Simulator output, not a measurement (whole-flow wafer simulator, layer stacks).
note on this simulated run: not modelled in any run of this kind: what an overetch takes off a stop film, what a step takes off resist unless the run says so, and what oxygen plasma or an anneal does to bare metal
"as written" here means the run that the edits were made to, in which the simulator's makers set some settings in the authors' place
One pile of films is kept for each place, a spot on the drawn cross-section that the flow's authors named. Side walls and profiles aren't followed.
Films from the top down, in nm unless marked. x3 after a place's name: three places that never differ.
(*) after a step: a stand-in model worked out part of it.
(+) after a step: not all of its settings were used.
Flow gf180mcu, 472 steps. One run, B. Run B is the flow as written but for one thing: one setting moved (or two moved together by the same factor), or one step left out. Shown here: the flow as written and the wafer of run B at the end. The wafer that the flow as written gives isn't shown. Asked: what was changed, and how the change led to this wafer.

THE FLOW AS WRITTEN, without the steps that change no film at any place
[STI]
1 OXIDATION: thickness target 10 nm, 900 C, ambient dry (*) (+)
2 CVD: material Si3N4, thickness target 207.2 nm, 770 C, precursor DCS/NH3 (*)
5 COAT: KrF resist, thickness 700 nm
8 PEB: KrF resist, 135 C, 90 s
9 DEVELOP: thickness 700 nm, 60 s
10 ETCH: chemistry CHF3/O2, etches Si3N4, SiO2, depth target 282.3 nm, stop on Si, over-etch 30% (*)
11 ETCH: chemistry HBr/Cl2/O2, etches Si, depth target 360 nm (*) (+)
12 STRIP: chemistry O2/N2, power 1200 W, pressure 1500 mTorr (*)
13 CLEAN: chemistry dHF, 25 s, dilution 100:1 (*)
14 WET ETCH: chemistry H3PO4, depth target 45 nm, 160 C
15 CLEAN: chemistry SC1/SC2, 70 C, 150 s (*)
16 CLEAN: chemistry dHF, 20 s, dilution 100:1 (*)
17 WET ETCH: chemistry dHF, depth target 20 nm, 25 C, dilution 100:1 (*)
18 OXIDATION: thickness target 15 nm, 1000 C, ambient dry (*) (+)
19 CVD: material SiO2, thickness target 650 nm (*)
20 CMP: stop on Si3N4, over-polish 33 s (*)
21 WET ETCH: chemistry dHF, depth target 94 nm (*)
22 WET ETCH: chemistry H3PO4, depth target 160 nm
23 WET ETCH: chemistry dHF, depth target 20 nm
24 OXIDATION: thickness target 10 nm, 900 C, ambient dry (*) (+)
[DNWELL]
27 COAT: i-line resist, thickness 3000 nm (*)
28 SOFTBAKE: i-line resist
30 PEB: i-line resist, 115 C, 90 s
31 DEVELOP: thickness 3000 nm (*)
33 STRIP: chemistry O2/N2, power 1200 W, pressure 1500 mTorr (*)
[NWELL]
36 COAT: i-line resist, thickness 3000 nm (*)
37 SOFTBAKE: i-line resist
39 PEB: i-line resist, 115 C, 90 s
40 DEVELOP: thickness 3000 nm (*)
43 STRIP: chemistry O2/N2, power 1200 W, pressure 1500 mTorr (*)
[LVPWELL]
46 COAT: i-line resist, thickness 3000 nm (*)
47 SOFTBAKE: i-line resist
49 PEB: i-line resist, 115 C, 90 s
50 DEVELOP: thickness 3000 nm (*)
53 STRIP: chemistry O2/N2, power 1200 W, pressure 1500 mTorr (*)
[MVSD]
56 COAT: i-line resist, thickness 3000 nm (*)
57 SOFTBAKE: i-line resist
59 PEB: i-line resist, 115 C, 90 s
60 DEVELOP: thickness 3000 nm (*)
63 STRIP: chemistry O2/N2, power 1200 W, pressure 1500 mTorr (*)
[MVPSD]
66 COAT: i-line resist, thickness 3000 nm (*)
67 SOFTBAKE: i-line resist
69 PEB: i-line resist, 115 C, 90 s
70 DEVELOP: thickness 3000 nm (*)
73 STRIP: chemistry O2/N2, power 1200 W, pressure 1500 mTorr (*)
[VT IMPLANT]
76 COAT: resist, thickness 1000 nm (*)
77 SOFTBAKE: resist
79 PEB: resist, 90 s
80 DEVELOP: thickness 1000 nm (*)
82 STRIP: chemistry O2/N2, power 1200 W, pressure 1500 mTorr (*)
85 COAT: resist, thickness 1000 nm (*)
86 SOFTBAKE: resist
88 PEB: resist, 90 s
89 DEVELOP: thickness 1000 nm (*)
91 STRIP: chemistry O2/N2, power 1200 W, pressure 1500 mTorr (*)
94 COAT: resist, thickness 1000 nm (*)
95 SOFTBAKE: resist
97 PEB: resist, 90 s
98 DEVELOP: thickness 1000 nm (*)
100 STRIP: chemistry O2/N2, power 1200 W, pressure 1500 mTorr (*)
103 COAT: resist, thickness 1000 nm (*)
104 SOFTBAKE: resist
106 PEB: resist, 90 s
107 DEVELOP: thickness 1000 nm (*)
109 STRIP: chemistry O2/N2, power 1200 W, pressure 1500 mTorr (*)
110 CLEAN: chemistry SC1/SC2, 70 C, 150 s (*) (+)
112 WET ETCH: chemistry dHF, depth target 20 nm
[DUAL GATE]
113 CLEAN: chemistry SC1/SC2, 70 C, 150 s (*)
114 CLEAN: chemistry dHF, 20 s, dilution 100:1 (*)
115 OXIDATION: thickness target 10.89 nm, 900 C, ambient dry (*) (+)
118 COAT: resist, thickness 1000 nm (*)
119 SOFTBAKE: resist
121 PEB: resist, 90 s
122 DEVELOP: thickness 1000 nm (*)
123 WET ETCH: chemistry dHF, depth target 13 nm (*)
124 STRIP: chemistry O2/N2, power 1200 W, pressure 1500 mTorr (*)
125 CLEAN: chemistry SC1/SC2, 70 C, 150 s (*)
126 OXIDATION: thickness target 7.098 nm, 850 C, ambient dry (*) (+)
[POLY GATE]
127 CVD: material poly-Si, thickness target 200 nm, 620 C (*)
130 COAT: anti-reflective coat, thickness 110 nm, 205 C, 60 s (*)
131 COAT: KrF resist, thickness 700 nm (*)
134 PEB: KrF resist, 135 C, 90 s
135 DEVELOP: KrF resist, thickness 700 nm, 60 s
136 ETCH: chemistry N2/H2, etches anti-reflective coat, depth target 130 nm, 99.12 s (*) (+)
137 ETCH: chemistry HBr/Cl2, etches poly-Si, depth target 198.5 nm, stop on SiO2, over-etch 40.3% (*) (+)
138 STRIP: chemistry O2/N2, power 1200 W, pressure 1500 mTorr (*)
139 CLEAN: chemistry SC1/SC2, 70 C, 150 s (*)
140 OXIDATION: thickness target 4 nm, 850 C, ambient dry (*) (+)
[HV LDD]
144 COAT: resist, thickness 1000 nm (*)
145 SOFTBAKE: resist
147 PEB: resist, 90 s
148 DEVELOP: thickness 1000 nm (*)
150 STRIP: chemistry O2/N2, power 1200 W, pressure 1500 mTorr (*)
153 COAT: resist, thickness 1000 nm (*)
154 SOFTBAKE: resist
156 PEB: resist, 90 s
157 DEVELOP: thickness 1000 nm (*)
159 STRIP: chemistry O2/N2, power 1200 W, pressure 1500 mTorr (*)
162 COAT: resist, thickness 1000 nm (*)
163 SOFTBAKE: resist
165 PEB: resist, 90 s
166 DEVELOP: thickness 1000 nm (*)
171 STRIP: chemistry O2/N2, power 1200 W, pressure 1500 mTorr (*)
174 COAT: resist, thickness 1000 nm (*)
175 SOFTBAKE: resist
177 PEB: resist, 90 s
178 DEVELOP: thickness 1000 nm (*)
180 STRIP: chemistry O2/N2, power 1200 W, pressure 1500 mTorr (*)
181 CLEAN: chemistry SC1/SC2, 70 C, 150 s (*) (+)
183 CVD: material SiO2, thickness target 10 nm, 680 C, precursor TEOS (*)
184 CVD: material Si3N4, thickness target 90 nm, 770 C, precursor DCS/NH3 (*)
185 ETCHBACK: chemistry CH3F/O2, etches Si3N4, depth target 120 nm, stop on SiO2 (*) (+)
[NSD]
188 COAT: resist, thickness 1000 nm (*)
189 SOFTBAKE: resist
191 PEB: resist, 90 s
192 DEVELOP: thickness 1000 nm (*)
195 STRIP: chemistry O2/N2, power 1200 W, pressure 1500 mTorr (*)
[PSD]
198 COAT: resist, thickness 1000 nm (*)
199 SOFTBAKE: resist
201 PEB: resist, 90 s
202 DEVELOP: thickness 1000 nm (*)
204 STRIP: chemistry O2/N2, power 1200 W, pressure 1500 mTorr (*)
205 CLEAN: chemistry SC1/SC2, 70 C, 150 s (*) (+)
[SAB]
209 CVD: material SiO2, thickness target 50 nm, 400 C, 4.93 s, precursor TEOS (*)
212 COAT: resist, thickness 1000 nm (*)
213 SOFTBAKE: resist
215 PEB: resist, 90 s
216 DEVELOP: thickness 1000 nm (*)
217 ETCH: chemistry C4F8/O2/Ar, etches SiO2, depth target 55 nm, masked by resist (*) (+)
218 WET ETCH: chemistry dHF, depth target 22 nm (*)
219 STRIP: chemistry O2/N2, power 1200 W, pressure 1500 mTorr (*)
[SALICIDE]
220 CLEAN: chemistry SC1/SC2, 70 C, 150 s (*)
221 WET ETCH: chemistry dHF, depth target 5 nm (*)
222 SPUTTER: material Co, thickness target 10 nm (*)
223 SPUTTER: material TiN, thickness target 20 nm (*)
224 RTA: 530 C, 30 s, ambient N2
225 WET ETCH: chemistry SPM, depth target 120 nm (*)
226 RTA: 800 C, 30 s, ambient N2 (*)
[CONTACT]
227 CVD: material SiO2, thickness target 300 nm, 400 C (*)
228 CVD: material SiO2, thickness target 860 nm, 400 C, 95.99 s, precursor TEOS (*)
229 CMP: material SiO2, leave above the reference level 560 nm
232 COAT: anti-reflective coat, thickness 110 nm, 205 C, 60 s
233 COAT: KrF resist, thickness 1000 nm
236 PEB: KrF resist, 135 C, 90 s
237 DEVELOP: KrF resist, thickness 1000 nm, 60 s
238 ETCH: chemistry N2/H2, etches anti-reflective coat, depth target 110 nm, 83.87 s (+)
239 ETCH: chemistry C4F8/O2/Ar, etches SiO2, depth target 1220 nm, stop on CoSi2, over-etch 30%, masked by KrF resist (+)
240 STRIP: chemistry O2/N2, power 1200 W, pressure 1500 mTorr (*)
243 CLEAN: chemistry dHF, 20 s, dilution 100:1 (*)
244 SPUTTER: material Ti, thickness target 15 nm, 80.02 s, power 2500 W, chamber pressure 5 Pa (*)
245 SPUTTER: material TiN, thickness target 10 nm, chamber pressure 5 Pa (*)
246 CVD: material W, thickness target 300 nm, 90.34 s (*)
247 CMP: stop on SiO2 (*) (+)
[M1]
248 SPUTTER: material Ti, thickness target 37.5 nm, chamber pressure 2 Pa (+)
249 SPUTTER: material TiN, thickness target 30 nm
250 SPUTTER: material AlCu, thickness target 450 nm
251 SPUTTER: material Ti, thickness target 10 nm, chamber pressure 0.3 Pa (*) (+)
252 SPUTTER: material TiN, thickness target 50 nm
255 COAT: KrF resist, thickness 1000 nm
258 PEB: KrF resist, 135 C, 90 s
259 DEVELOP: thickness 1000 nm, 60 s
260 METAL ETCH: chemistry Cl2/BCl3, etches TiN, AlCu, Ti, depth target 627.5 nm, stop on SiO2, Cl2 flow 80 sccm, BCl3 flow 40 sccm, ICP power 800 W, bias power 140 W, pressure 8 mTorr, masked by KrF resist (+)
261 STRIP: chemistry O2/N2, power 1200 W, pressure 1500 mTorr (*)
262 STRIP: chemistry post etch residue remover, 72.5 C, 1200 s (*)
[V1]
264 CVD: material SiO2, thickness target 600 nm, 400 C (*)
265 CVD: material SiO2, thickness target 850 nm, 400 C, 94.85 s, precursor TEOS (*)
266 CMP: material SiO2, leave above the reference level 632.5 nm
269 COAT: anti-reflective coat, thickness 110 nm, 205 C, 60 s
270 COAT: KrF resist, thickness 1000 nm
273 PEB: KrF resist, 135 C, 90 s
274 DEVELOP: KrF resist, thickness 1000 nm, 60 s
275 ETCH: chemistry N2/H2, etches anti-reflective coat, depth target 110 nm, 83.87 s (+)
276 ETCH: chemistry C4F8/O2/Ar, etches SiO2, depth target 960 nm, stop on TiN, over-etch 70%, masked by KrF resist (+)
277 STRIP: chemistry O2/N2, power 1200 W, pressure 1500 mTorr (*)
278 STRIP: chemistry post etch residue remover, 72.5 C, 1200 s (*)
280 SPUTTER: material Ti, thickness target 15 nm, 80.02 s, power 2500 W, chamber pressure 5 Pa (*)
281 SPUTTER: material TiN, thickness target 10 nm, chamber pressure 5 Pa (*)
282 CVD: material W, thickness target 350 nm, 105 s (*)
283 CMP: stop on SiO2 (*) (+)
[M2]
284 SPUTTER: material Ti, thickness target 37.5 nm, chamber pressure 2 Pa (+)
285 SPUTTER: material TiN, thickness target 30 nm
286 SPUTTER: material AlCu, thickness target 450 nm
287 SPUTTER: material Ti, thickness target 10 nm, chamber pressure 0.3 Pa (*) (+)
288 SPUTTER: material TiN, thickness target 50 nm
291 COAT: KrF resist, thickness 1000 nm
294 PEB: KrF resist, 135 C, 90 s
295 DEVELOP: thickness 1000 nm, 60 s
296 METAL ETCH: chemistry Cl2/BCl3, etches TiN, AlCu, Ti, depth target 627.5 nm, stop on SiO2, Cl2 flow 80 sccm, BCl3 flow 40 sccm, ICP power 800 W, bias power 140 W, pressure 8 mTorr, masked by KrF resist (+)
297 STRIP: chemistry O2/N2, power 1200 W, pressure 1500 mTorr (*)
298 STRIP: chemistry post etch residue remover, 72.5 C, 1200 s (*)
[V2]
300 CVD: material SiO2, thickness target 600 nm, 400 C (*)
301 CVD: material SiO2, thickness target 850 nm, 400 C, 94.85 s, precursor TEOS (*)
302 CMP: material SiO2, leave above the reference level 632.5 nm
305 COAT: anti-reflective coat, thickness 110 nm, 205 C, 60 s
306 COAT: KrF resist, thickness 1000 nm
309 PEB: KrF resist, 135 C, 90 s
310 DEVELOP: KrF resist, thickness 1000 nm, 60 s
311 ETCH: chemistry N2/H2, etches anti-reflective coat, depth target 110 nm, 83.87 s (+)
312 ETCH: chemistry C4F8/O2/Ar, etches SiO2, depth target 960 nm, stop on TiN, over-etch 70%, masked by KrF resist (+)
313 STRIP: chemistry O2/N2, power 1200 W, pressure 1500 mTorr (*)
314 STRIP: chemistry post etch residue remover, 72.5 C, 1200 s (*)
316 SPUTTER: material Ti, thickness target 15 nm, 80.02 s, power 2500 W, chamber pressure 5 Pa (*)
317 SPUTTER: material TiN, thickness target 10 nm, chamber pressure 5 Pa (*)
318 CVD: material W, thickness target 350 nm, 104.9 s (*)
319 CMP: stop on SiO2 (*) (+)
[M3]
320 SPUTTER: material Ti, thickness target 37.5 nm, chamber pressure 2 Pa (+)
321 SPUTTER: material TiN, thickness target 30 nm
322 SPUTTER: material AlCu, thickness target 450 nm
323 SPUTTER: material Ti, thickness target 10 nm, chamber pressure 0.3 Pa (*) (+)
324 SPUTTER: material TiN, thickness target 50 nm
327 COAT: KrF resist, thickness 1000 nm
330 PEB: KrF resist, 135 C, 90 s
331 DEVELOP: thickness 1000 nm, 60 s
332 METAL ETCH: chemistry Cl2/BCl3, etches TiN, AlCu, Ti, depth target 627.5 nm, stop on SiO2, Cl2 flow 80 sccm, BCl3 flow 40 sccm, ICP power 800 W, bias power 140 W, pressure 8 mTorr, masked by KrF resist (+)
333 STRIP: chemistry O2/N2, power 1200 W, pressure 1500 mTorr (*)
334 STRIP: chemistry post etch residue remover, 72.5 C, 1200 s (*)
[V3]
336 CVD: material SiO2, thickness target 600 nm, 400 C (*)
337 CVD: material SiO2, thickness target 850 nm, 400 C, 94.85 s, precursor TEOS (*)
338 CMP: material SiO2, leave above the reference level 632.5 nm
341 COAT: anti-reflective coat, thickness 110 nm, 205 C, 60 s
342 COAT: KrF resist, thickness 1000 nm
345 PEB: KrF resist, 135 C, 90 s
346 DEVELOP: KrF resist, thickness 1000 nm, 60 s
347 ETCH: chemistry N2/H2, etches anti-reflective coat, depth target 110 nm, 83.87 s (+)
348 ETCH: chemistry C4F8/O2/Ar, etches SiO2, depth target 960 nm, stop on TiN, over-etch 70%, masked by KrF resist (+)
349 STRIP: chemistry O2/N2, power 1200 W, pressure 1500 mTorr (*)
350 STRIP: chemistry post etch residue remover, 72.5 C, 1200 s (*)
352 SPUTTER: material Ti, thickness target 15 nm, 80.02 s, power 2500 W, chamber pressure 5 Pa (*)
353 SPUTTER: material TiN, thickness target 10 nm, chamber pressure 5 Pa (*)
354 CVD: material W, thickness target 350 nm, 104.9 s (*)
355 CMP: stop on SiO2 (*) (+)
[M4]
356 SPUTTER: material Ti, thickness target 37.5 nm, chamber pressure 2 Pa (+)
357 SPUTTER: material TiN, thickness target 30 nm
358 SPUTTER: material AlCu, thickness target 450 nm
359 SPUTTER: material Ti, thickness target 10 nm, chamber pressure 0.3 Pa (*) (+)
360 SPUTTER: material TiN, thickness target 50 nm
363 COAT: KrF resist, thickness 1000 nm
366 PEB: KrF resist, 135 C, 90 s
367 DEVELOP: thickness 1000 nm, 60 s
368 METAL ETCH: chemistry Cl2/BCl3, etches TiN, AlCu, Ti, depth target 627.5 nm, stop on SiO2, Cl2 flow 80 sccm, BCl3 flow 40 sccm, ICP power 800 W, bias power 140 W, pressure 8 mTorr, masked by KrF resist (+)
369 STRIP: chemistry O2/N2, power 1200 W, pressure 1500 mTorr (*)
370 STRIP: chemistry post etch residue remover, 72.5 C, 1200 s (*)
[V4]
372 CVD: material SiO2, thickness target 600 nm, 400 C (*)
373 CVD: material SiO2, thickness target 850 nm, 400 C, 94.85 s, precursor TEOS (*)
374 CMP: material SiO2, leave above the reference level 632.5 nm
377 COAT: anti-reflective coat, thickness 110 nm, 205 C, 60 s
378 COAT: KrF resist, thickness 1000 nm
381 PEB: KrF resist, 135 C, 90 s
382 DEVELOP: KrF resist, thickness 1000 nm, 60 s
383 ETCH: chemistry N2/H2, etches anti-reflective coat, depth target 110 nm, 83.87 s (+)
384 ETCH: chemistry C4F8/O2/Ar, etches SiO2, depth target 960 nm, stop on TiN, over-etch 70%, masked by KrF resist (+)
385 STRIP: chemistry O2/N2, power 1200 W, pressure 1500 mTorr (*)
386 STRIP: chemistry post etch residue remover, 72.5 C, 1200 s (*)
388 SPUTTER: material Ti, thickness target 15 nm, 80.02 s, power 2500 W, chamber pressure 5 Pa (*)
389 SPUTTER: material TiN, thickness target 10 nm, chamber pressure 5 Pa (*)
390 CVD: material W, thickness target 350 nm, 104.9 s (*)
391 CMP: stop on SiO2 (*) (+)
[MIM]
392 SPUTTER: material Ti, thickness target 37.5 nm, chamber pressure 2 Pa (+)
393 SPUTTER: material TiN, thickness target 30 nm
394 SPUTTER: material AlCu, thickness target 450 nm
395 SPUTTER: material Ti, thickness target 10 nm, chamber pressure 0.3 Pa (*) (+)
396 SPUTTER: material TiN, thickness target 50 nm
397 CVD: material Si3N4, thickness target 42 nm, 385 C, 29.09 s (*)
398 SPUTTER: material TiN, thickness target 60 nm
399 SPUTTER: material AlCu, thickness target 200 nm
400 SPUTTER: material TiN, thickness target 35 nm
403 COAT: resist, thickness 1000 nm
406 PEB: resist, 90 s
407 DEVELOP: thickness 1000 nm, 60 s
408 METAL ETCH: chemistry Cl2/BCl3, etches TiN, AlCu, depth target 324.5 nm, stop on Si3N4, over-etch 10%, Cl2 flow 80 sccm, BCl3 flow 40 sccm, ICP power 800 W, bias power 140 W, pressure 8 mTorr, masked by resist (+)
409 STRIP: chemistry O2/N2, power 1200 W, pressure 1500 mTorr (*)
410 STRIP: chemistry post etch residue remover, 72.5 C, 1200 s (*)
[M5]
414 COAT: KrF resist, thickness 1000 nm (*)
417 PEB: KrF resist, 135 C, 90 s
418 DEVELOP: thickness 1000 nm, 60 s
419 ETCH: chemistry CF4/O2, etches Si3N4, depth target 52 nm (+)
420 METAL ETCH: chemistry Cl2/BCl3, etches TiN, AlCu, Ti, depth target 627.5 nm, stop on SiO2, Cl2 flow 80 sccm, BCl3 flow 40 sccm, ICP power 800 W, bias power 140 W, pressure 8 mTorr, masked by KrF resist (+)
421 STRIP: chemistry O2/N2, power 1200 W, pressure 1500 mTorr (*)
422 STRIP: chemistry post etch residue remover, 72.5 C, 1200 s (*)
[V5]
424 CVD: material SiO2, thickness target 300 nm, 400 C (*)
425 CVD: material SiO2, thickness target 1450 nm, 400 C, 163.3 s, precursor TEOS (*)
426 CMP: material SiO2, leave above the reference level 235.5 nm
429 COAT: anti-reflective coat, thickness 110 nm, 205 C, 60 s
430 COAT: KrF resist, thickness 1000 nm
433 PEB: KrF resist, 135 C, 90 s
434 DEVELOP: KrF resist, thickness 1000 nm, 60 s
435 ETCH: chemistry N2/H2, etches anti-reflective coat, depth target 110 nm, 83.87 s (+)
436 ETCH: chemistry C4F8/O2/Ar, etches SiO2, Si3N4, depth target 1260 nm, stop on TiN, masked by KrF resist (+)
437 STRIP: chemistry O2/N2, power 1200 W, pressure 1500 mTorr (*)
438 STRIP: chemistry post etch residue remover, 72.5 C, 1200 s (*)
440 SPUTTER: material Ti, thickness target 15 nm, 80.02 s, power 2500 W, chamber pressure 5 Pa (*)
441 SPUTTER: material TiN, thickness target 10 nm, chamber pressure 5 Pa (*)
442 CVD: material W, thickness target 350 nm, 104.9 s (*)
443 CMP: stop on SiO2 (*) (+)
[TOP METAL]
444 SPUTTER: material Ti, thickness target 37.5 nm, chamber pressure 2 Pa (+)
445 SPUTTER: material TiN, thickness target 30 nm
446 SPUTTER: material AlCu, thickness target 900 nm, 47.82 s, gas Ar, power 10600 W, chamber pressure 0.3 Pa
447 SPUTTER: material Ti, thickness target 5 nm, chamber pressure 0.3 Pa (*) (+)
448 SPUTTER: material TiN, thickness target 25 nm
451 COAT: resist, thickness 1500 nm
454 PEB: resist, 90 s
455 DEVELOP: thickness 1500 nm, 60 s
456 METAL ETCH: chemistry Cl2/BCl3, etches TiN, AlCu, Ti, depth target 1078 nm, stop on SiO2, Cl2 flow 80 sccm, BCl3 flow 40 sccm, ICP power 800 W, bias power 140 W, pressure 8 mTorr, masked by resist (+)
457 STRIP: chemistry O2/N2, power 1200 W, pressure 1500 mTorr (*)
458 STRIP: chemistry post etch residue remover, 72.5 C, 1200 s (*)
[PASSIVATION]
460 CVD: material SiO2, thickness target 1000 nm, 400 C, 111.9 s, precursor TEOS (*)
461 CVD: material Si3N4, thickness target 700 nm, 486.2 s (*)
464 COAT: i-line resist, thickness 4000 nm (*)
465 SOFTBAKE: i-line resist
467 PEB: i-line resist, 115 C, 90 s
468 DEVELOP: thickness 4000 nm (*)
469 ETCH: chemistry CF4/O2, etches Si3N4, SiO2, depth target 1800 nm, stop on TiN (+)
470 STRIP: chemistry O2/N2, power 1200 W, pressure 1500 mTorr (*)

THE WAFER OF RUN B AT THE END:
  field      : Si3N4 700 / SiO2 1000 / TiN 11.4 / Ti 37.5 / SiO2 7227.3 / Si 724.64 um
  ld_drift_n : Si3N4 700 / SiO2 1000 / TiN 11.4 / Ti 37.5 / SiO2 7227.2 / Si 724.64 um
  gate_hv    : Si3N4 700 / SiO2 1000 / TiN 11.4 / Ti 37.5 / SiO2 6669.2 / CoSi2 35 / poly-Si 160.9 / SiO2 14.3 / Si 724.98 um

The cause: step 456, METAL ETCH: depth target 948.2 nm was run, where the flow has depth target 1078 nm.

How the change led to this, step by step:
  456 METAL ETCH: chemistry Cl2/BCl3, etches TiN, AlCu, Ti, depth target 1078 nm, stop on SiO2, Cl2 flow 80 sccm, BCl3 flow 40 sccm, ICP power 800 W, bias power 140 W, pressure 8 mTorr, masked by resist (+)
      field, field__w1, field__w2 and 103 more: TiN -25 (all of it), Ti -5 (all of it), AlCu -900 (all of it), TiN -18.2 (as written it would be: TiN -25 (all of it), Ti -5 (all of it), AlCu -900 (all of it), TiN -30 (all of it), Ti -37.5 (all of it))
      field__w8, contact, m1, m1__w1, pad, m1_nw: resist -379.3 (as written it would be: resist -431)
  457 STRIP: chemistry O2/N2, power 1200 W, pressure 1500 mTorr (*)
      field__w8, contact, m1, m1__w1, pad, m1_nw: resist -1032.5 (all of it) (as written it would be: resist -980.8 (all of it))
  460 CVD: material SiO2, thickness target 1000 nm, 400 C, 111.9 s, precursor TEOS (*)
      field, field__w1, field__w2 and 103 more: SiO2 +1000 (new film) (as written it would be: SiO2 +1000)
  465 SOFTBAKE: i-line resist
      field__w11, field__w13: i-line resist +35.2 (as written it would be: i-line resist +37.9)
      active_hv, ld_gate_n: i-line resist +26.1 (as written it would be: i-line resist +28.2)
      (and at 64 more places)
  470 STRIP: chemistry O2/N2, power 1200 W, pressure 1500 mTorr (*)
      field__w8, m1__w1: i-line resist -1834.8 (all of it) (as written it would be: i-line resist -1787.7 (all of it))
      contact: i-line resist -1856.5 (all of it) (as written it would be: i-line resist -1811.2 (all of it))
      (and at 2 more places)
Counting metal films that touch as one body, field has 1 body; the flow as written gives 0 bodies.
Counting metal films that touch as one body, ld_drift_n has 1 body; the flow as written gives 0 bodies.
Counting metal films that touch as one body, gate_hv has 2 bodies (between them, from the top down: SiO2 6669.2); the flow as written gives 1 body.
